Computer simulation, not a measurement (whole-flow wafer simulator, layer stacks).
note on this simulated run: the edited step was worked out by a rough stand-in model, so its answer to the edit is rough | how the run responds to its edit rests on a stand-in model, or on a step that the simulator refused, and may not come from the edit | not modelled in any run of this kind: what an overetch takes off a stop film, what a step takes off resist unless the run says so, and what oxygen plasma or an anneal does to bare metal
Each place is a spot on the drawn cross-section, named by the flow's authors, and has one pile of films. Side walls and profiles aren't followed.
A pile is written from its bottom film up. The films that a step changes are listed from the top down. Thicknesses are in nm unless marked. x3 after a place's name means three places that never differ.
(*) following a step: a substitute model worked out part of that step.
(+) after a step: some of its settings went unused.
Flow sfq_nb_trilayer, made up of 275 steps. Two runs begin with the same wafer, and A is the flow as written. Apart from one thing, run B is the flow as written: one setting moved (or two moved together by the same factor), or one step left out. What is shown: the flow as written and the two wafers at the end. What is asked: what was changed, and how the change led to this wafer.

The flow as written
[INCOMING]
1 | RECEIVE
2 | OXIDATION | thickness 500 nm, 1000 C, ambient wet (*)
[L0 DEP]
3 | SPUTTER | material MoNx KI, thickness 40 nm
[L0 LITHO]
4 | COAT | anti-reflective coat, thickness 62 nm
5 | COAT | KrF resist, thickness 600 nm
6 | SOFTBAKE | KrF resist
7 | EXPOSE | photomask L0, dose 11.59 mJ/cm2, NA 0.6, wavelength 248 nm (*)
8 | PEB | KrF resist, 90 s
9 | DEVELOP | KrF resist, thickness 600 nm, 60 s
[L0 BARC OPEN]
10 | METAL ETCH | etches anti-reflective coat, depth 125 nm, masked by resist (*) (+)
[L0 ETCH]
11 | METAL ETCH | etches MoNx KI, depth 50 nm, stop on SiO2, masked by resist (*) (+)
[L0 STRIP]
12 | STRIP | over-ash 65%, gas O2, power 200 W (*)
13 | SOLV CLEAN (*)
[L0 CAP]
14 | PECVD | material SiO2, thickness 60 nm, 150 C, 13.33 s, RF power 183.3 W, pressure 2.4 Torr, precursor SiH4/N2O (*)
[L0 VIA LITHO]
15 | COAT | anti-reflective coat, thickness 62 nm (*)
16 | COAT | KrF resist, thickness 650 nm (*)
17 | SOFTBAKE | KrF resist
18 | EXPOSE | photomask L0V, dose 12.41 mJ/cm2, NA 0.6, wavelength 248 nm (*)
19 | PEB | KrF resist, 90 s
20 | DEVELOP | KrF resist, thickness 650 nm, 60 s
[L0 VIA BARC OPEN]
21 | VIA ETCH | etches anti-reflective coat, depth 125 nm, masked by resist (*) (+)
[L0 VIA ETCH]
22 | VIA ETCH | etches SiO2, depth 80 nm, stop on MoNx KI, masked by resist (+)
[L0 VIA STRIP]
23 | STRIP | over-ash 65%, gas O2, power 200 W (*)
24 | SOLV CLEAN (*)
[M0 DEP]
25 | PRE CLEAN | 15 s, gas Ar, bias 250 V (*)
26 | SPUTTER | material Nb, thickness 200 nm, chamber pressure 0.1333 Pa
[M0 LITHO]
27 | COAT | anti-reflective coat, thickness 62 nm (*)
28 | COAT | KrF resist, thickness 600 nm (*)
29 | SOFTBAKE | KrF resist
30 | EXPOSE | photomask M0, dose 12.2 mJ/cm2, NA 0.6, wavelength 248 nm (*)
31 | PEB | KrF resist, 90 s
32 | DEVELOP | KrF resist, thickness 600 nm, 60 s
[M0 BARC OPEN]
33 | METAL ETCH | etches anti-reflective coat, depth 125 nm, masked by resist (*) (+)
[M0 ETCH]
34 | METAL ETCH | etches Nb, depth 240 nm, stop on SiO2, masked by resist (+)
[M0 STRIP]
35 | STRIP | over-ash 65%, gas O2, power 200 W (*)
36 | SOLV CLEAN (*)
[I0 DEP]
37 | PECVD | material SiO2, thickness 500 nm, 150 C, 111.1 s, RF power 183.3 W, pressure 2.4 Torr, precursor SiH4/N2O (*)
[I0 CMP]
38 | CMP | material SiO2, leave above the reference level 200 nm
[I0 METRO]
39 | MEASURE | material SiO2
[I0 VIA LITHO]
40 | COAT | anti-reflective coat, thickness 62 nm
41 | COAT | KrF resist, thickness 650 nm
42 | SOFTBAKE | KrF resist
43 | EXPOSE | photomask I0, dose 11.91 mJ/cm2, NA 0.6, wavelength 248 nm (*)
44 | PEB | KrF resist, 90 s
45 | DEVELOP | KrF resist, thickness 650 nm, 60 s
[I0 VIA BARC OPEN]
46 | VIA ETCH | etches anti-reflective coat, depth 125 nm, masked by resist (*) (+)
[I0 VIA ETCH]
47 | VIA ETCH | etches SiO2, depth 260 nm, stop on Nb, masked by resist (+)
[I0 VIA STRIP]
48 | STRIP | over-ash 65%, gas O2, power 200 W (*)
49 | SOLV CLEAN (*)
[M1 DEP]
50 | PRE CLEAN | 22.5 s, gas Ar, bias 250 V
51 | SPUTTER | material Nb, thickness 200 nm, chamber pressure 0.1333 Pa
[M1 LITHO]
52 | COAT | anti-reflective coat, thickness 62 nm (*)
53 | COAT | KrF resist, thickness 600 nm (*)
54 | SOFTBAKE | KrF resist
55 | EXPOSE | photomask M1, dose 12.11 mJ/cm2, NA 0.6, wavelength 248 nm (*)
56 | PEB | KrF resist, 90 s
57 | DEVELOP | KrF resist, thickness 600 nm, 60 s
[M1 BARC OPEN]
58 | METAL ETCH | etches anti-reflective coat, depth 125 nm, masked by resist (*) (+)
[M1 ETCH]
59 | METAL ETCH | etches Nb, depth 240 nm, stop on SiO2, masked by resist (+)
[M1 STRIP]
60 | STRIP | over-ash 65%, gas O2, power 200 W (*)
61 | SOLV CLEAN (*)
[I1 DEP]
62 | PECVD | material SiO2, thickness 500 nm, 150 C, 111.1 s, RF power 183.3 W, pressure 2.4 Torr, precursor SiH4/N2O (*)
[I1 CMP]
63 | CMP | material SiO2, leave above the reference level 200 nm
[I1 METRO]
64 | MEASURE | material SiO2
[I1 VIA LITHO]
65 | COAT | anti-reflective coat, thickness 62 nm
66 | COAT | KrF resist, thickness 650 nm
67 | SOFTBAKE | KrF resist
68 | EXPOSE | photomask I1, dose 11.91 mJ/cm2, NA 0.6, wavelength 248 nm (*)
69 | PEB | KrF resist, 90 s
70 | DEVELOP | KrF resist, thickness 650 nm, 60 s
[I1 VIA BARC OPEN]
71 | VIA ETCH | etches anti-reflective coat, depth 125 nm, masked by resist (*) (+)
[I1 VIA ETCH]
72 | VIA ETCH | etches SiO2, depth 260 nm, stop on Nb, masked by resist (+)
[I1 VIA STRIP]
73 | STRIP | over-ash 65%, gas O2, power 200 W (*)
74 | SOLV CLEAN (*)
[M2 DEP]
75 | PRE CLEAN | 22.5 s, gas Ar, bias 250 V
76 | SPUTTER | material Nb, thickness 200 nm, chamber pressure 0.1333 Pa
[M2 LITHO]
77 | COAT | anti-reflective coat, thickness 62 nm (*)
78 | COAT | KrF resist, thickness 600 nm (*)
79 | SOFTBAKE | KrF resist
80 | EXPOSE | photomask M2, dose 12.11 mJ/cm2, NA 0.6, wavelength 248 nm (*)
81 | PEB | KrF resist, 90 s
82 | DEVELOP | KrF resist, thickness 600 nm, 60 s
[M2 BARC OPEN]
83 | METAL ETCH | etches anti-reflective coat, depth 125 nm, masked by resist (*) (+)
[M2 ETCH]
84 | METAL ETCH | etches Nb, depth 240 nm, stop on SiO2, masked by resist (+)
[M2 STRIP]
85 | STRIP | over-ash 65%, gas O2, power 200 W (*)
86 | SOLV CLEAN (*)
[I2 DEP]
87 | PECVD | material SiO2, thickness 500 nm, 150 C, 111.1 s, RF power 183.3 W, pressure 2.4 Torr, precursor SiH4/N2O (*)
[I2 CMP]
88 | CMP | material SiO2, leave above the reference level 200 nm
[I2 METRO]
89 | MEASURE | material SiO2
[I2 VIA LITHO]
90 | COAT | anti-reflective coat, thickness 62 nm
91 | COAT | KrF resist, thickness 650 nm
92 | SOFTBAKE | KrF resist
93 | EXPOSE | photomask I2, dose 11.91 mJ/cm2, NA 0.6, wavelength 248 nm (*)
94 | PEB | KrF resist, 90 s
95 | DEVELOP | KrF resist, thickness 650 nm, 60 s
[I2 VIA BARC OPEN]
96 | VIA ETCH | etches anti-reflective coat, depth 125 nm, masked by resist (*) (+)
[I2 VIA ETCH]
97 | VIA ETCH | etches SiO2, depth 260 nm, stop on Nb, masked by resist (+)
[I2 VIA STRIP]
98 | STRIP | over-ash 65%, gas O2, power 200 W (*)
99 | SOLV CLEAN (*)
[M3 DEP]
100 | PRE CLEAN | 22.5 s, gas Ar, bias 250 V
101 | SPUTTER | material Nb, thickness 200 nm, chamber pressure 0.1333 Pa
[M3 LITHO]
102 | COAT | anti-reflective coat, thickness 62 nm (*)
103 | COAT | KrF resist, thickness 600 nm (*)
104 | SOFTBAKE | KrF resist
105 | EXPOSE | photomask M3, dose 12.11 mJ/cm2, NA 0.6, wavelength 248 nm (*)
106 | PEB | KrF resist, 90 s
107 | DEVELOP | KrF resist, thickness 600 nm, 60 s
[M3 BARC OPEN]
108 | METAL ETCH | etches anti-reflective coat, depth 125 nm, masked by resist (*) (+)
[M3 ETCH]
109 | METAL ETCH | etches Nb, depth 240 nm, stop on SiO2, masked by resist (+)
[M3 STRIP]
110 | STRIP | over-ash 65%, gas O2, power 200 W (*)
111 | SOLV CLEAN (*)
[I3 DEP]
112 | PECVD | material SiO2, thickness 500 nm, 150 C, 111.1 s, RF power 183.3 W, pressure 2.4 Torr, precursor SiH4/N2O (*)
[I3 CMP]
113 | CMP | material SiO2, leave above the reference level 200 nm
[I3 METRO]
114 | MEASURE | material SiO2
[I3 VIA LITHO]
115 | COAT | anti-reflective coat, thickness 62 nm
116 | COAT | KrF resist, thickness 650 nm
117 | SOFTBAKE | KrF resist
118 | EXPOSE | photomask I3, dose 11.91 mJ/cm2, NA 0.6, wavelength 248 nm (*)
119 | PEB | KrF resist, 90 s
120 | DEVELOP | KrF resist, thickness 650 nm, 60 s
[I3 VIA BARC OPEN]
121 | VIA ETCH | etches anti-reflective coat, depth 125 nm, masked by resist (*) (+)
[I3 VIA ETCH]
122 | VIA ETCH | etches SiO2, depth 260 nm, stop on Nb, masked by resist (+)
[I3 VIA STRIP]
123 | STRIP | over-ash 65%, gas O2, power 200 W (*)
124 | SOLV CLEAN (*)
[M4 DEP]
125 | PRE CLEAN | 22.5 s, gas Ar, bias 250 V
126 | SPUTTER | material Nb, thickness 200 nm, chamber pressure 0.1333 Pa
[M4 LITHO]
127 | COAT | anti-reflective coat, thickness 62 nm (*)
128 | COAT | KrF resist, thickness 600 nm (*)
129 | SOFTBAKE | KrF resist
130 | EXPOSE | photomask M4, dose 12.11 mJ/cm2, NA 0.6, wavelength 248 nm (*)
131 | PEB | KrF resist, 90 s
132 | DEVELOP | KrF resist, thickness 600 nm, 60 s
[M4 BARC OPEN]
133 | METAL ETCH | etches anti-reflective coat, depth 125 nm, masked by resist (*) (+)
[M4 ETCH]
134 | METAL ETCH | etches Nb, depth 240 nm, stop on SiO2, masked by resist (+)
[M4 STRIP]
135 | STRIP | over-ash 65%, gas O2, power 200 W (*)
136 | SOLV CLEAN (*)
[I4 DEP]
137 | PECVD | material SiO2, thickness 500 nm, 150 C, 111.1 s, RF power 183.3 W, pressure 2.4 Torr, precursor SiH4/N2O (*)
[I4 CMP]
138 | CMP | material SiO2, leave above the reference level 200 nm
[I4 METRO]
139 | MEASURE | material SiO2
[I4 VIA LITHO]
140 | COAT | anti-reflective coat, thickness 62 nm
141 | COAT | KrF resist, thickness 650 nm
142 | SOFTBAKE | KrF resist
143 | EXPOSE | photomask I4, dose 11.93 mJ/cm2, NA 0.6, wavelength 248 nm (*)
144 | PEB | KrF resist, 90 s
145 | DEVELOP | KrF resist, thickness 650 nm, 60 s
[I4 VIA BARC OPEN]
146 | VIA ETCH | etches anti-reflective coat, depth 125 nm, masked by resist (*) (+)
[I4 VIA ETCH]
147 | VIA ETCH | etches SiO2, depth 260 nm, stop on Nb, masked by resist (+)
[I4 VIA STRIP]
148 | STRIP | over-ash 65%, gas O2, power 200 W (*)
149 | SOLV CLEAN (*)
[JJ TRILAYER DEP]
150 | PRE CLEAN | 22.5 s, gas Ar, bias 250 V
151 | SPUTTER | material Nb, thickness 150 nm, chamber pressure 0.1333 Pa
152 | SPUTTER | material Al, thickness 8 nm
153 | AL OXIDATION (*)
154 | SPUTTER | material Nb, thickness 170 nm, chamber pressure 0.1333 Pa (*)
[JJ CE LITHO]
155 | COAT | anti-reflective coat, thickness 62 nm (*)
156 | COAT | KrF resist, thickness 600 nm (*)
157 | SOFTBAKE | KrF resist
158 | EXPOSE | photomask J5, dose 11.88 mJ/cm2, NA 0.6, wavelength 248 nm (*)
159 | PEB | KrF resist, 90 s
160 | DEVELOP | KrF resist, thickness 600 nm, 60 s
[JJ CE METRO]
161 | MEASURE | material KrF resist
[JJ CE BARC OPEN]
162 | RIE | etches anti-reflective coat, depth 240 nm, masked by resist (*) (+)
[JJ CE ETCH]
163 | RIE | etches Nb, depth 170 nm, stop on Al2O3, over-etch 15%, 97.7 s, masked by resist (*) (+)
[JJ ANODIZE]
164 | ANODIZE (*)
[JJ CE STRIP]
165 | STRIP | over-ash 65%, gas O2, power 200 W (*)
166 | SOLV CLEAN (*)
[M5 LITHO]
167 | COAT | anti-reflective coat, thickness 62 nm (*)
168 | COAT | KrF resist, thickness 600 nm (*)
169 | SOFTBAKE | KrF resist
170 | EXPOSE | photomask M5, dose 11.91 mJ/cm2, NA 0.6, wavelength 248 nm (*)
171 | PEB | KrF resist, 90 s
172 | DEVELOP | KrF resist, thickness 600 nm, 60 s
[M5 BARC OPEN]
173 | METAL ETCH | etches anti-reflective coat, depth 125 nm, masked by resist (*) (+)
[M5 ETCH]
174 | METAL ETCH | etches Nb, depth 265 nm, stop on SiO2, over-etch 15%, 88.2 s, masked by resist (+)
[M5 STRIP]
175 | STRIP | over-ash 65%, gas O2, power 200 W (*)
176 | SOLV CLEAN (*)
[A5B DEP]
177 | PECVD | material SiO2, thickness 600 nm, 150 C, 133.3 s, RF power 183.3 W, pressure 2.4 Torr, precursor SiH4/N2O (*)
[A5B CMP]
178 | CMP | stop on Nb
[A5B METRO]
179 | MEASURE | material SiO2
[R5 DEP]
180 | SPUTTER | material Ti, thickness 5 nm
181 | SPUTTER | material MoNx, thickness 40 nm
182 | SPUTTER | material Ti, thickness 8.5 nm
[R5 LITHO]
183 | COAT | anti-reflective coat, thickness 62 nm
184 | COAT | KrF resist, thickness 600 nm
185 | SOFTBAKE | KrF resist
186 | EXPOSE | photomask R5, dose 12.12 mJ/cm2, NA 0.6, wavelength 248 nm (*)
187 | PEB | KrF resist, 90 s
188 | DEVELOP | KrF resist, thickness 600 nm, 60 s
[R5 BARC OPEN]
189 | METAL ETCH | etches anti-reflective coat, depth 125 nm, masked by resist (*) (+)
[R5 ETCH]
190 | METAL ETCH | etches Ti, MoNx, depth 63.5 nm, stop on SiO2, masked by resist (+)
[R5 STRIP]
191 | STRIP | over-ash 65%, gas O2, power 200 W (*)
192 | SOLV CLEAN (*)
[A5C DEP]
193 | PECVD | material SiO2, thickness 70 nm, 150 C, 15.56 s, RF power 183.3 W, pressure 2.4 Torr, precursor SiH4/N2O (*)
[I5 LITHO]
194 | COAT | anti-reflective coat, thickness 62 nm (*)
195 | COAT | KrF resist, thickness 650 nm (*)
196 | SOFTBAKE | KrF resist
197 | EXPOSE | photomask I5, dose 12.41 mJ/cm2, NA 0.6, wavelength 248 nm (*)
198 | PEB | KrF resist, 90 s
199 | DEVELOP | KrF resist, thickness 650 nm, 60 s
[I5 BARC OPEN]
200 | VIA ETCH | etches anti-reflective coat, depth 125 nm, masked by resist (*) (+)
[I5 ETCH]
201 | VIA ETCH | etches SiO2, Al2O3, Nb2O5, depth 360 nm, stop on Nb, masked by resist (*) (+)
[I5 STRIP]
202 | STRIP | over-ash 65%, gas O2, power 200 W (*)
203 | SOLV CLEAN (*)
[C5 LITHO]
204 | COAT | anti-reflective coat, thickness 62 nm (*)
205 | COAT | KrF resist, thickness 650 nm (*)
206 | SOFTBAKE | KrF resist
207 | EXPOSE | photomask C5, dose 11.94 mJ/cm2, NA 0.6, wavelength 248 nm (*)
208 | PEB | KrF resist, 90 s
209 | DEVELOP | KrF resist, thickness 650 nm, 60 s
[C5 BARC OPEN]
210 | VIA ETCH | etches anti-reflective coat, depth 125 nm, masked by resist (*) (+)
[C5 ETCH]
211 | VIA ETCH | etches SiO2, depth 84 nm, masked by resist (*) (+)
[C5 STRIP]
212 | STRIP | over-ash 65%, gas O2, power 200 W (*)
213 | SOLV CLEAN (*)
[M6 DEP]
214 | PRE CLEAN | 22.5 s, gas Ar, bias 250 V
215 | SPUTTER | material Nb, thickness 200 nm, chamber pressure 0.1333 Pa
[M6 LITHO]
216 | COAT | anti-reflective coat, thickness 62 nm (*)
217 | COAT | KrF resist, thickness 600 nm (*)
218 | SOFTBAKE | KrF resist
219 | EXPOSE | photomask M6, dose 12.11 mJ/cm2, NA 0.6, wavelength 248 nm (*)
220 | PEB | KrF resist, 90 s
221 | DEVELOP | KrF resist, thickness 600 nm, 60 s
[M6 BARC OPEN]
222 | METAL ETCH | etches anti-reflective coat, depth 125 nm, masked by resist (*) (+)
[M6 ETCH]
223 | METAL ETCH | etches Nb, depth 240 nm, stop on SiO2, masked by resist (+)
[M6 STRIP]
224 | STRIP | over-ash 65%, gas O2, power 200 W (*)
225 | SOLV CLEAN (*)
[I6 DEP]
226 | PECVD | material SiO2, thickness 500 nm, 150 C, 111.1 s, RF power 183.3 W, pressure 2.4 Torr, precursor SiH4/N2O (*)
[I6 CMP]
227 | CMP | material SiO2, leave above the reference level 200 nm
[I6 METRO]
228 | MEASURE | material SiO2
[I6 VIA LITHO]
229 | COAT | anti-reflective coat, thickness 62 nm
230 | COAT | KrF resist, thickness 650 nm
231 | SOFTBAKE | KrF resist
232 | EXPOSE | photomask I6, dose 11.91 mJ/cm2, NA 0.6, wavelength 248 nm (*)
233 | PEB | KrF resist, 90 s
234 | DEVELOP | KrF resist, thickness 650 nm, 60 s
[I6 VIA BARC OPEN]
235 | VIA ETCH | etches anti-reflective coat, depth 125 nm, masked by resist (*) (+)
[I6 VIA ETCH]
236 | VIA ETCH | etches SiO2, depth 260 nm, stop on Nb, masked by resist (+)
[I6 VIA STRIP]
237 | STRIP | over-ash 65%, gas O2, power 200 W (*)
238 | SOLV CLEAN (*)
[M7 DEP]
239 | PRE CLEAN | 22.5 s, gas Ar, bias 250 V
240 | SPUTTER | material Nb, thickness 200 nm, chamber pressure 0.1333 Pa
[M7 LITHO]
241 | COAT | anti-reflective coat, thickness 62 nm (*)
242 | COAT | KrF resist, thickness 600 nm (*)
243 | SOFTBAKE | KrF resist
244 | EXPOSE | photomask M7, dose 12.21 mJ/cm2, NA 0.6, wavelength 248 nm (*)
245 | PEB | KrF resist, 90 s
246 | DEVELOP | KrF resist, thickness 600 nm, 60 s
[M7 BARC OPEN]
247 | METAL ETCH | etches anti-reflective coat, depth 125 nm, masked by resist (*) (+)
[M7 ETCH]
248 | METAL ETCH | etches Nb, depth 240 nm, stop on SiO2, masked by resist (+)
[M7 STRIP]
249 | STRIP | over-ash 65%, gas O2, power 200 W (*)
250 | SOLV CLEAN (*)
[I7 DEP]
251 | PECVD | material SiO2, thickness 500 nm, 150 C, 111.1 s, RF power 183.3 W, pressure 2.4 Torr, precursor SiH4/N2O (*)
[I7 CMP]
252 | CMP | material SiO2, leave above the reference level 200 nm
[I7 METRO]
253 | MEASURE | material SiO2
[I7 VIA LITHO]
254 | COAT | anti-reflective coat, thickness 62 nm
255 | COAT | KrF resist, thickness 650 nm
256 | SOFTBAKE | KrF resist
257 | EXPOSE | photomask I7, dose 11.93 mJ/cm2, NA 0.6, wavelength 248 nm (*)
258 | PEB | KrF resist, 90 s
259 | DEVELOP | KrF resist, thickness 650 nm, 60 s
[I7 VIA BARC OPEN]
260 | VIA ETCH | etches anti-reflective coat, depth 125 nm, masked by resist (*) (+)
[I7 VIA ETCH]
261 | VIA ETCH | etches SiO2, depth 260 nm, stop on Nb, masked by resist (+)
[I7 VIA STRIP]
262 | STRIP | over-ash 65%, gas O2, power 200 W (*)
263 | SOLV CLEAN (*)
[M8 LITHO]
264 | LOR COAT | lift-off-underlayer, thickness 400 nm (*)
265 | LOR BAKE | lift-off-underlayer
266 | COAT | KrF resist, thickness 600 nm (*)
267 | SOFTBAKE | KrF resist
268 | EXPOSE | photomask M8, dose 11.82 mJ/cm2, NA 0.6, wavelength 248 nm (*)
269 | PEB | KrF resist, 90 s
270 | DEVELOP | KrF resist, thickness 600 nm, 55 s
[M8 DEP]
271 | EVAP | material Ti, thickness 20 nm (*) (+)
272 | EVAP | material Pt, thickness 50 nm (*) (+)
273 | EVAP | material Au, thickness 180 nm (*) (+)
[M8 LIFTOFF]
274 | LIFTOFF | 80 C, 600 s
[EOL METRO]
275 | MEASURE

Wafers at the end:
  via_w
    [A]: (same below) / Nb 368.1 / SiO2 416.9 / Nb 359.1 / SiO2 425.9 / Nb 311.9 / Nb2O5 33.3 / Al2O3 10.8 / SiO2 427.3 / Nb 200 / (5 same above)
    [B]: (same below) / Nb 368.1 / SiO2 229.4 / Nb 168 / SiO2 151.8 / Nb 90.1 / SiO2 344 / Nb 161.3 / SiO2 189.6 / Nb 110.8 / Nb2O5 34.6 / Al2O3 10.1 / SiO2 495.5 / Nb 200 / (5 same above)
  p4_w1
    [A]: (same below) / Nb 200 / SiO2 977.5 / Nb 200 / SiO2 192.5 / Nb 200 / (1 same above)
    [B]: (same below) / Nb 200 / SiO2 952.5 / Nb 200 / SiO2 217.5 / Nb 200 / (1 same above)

The reason: step 62, PECVD: thickness 275 nm was run, while the flow as written has thickness 500 nm; step 62, PECVD: 61.11 s was run, where the flow has 111.1 s.

How this came from the change, step by step:
  62 | PECVD | material SiO2, thickness 500 nm, 150 C, 111.1 s, RF power 183.3 W, pressure 2.4 Torr, precursor SiH4/N2O (*)
      field_l, be, be_sur and 72 more: A +500 SiO2 | B +275 SiO2
      v_sur, via_wl, via_wr and 20 more: A +500 SiO2 (new film) | B +275 SiO2 (new film)
      (as well as at 8 more places)
  63 | CMP | material SiO2, leave above the reference level 200 nm
      field_l, be, be_sur and 72 more: A -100 SiO2 | B nothing
      lsp_m, ln_m6, lsp_r, l0_sur, l0v: A -94.9 SiO2 | B nothing
      (as well as at 26 more places)
  65 | COAT | anti-reflective coat, thickness 62 nm
      sp_r, p3_l2, p3_s2, p3_s5, p3_l6: A +62 anti-reflective coat (new film) | B +63.6 anti-reflective coat (new film)
      be_r, r_sur, res, p3_l3, p3_l5: A +62 anti-reflective coat (new film) | B +63.5 anti-reflective coat (new film)
      (as well as at 77 more places)
  66 | COAT | KrF resist, thickness 650 nm
      field_r, m0r_space_l, m6r_space_l, m7r_space_l: A +650 KrF resist (new film) | B +665.1 KrF resist (new film)
      m0r_line_l, m6r_line_l, m7r_line_l: A +650 KrF resist (new film) | B +674.9 KrF resist (new film)
      (as well as at 52 more places)
  70 | DEVELOP | KrF resist, thickness 650 nm, 60 s
      via_v: A -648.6 KrF resist (all of it) | B -604 KrF resist (all of it)
  71 | VIA ETCH | etches anti-reflective coat, depth 125 nm, masked by resist (*) (+)
      field_l, v_sur, via_wl and 102 more: A -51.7 KrF resist | B -43.5 KrF resist
      via_v: A -62 anti-reflective coat (all of it), -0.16 SiO2 | B -52.2 anti-reflective coat (all of it), -0.13 SiO2
  73 | STRIP | over-ash 65%, gas O2, power 200 W (*)
      m0r_line_l, m6r_line_l, m7r_line_l: A -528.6 KrF resist (all of it), -62 anti-reflective coat (all of it) | B -561.7 KrF resist (all of it), -62.9 anti-reflective coat (all of it)
      m0r_space_l, m6r_space_l, m7r_space_l: A -528.6 KrF resist (all of it), -62 anti-reflective coat (all of it) | B -551.9 KrF resist (all of it), -78.4 anti-reflective coat (all of it)
      (as well as at 94 more places)
  76 | SPUTTER | material Nb, thickness 200 nm, chamber pressure 0.1333 Pa
      be, lsp_l: A +200 Nb (new film) | B +188.6 Nb (new film)
      via_w: A +200 Nb (new film) | B +168 Nb (new film)
  77 | COAT | anti-reflective coat, thickness 62 nm (*)
      p3_s2, p3_l3, p3_l5 and 6 more: A +62 anti-reflective coat (new film) | B +63.4 anti-reflective coat (new film)
      m0r_space_l, m0r_space_r, m6r_space_l, m6r_space_r, m7r_space_l, m7r_space_r: A +62 anti-reflective coat (new film) | B +75.4 anti-reflective coat (new film)
      (as well as at 81 more places)
  78 | COAT | KrF resist, thickness 600 nm (*)
      m0r_line_l, m0r_line_r, m6r_line_l, m6r_line_r, m7r_line_l, m7r_line_r: A +600 KrF resist (new film) | B +622.1 KrF resist (new film)
      m0r_space_l, m0r_space_r, m6r_space_l, m6r_space_r, m7r_space_l, m7r_space_r: A +600 KrF resist (new film) | B +616 KrF resist (new film)
      (as well as at 49 more places)
  82 | DEVELOP | KrF resist, thickness 600 nm, 60 s
      m0r_line_l, m0r_line_r, m6r_line_l, m6r_line_r, m7r_line_l, m7r_line_r: A -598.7 KrF resist (all of it) | B -620.8 KrF resist (all of it)
      m0r_space_l, m0r_space_r, m6r_space_l, m6r_space_r, m7r_space_l, m7r_space_r: A -598.7 KrF resist (all of it) | B -614.7 KrF resist (all of it)
      (as well as at 32 more places)
  83 | METAL ETCH | etches anti-reflective coat, depth 125 nm, masked by resist (*) (+)
      r5r_spacepad_l, r5r_spacepad_r: A -62 anti-reflective coat (all of it) | B -125 anti-reflective coat
      v_sur, via_wl, via_w and 19 more: A -51.7 KrF resist | B -69.4 KrF resist
      (as well as at 72 more places)
  84 | METAL ETCH | etches Nb, depth 240 nm, stop on SiO2, masked by resist (+)
      r5r_spacepad_l, r5r_spacepad_r: A -200 Nb (all of it) | B -0.91 anti-reflective coat (all of it), -200 Nb (all of it)
      be, lsp_l: A -200 Nb (all of it) | B -188.6 Nb (all of it)
  85 | STRIP | over-ash 65%, gas O2, power 200 W (*)
      v_sur: A -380 KrF resist (all of it), -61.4 anti-reflective coat (all of it) | B -300.7 KrF resist (all of it), -43.1 anti-reflective coat (all of it)
      via_wl: A -379.5 KrF resist (all of it), -61.3 anti-reflective coat (all of it) | B -306.9 KrF resist (all of it), -39 anti-reflective coat (all of it)
      (as well as at 20 more places)
  87 | PECVD | material SiO2, thickness 500 nm, 150 C, 111.1 s, RF power 183.3 W, pressure 2.4 Torr, precursor SiH4/N2O (*)
      via_w: A +500 SiO2 (new film) | B +576.5 SiO2 (new film)
  88 | CMP | material SiO2, leave above the reference level 200 nm
      field_l, be, be_sur and 79 more: A -100 SiO2 | B nothing
      via_w: A -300 SiO2 | B -157.1 SiO2
  ... another 38 steps ...
  178 | CMP | stop on Nb
      via_w: A -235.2 SiO2 | B -226.5 SiO2
Taking metal films that touch as one body, via_w has 7 bodies (between them, from the top down: SiO2 192.5; SiO2 495.5 / Al2O3 10.1 / Nb2O5 34.6; SiO2 189.6; SiO2 344; SiO2 151.8; SiO2 229.4); the flow as written gives 5 bodies (between them, from the top down: SiO2 192.5; SiO2 427.3 / Al2O3 10.8 / Nb2O5 33.3; SiO2 425.9; SiO2 416.9).
